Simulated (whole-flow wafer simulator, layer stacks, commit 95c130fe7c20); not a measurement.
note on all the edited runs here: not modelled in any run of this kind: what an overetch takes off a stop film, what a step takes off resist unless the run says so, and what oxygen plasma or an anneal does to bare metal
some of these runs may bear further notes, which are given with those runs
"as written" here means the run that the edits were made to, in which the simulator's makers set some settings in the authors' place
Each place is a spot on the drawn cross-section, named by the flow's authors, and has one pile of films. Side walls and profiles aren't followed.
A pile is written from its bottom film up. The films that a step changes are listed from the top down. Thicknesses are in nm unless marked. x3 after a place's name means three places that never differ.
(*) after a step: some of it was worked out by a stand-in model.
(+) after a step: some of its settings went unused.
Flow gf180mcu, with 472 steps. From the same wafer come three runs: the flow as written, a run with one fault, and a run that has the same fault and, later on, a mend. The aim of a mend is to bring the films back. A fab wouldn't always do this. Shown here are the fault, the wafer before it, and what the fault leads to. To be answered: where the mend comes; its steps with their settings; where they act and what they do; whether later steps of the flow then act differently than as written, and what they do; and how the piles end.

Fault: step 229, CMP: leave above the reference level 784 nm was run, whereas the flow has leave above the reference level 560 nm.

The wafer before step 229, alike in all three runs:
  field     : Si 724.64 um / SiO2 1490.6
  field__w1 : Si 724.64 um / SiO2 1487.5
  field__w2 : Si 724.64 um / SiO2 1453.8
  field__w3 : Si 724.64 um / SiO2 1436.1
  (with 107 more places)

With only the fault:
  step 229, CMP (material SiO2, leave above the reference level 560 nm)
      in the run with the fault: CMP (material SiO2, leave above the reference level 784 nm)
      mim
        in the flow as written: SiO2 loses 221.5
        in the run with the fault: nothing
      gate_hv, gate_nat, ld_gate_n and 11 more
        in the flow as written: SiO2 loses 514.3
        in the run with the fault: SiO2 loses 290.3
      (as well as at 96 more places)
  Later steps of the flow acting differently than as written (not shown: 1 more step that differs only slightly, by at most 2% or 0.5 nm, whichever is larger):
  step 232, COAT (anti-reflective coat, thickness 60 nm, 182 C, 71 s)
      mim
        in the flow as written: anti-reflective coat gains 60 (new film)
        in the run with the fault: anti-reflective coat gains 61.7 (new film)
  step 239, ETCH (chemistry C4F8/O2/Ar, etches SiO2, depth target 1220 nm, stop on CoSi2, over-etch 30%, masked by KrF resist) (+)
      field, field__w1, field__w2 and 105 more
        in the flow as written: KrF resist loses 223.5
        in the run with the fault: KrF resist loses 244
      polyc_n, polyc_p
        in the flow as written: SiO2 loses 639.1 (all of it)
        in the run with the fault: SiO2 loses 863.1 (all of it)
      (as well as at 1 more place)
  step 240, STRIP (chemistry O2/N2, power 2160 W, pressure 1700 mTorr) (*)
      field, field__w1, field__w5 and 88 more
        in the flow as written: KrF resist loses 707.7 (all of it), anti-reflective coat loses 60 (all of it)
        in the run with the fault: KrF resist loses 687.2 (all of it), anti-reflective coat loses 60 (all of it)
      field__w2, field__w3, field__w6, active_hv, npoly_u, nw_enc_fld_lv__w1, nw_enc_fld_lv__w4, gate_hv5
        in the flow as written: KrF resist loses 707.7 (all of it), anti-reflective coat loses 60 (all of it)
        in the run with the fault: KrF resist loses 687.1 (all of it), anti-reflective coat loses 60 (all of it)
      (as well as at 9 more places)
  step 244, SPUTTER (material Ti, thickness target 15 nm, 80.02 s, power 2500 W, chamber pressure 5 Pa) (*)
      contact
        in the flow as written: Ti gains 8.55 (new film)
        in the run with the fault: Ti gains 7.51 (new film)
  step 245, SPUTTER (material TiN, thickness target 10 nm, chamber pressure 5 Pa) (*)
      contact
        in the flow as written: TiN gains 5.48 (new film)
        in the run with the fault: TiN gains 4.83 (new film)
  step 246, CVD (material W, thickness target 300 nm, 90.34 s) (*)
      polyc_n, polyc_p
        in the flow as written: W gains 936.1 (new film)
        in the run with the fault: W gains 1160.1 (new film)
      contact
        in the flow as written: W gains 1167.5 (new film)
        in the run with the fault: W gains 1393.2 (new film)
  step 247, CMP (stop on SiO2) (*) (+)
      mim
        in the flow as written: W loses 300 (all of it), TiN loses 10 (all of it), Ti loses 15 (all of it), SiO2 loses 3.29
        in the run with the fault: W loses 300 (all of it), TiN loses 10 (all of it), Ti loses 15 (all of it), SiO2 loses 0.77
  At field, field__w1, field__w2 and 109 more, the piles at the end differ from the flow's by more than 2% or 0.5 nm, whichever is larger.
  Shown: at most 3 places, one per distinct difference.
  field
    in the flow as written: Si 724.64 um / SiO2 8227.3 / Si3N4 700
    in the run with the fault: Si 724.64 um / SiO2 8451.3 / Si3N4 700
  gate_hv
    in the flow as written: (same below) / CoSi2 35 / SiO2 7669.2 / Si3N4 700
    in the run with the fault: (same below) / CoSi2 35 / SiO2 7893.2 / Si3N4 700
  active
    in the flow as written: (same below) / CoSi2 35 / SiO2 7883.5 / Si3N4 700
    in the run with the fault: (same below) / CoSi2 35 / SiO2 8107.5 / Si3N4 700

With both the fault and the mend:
  The mend stands after step 229.
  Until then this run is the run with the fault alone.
  step 229a, CMP (material SiO2, leave above the reference level 560 nm) (the flow's step 229 again)
      field, field__w1, field__w2 and 107 more
        SiO2 loses 224
      mim
        SiO2 loses 221.5
  Every later step of the flow that is run acts as written at every place that is followed.
  By the end, the piles equal the flow's at every place that both follow.
